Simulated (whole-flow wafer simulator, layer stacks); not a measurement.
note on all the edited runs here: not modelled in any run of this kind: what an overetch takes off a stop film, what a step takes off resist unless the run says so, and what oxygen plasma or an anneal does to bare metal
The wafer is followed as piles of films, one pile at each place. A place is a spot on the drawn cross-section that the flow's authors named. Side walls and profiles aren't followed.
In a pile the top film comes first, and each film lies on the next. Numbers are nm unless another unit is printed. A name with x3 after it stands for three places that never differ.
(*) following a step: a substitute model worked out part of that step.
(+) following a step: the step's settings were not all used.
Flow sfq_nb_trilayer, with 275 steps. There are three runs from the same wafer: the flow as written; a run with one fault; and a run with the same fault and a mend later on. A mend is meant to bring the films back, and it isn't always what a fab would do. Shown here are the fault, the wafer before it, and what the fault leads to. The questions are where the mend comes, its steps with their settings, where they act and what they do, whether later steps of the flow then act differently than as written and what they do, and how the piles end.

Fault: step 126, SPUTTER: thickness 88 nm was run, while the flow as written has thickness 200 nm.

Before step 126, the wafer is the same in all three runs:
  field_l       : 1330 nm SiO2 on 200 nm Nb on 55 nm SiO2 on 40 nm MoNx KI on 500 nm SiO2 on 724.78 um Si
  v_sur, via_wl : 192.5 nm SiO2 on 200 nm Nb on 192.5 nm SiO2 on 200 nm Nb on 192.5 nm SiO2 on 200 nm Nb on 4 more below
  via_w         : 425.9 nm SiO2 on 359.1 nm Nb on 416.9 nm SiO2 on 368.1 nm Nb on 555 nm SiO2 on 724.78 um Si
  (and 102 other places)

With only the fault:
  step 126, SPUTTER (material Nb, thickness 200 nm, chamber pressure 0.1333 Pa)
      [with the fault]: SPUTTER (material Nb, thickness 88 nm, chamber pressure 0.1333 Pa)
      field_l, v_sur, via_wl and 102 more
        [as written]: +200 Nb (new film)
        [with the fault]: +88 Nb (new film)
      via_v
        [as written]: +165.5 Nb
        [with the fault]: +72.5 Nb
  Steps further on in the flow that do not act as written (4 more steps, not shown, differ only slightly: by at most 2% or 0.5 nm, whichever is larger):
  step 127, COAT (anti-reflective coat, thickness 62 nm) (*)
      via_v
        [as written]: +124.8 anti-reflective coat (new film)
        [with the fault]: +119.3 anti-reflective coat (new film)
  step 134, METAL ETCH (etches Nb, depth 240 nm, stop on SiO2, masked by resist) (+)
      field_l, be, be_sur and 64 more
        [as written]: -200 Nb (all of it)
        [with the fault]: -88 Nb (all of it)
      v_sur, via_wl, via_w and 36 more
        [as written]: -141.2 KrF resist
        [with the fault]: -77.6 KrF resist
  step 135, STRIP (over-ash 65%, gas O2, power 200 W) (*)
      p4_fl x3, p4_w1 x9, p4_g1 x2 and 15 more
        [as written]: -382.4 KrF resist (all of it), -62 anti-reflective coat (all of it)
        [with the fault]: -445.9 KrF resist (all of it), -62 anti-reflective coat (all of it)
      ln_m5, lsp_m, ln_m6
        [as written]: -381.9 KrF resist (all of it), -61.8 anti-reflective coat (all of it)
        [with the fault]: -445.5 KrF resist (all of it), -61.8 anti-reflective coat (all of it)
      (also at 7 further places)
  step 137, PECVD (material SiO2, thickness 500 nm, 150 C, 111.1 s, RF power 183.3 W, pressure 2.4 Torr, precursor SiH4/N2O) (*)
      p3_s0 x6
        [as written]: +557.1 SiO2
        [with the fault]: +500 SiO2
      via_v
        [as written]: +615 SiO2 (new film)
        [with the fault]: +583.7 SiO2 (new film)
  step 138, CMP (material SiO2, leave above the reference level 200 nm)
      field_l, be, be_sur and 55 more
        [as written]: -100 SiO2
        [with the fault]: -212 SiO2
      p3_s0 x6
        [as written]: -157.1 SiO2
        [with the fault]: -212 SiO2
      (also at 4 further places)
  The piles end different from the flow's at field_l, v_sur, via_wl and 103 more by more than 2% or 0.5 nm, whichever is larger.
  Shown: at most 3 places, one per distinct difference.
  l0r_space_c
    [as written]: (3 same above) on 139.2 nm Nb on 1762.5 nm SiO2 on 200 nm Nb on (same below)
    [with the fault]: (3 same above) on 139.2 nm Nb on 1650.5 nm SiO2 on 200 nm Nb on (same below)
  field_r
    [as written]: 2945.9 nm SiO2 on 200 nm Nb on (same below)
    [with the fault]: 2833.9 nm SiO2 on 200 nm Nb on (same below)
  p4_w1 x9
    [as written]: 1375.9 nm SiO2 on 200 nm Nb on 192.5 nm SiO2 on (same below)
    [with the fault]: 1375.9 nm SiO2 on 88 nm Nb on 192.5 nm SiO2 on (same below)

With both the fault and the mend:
  The mend stands after step 126.
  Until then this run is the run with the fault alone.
  step 126a, SPUTTER (material Nb, thickness 112 nm, chamber pressure 0.1333 Pa) (the flow's step 126, run once more with other settings)
      field_l, v_sur, via_wl and 102 more
        +112 Nb
      via_v
        +92.2 Nb
  Later steps of the flow that are run all act as written at every place that is followed, up to a difference of at most 2% or 0.5 nm, whichever is larger.
  When the end is reached, the piles differ only a little from the flow's at the places that both follow, at most by 2% or 0.5 nm, whichever is larger.
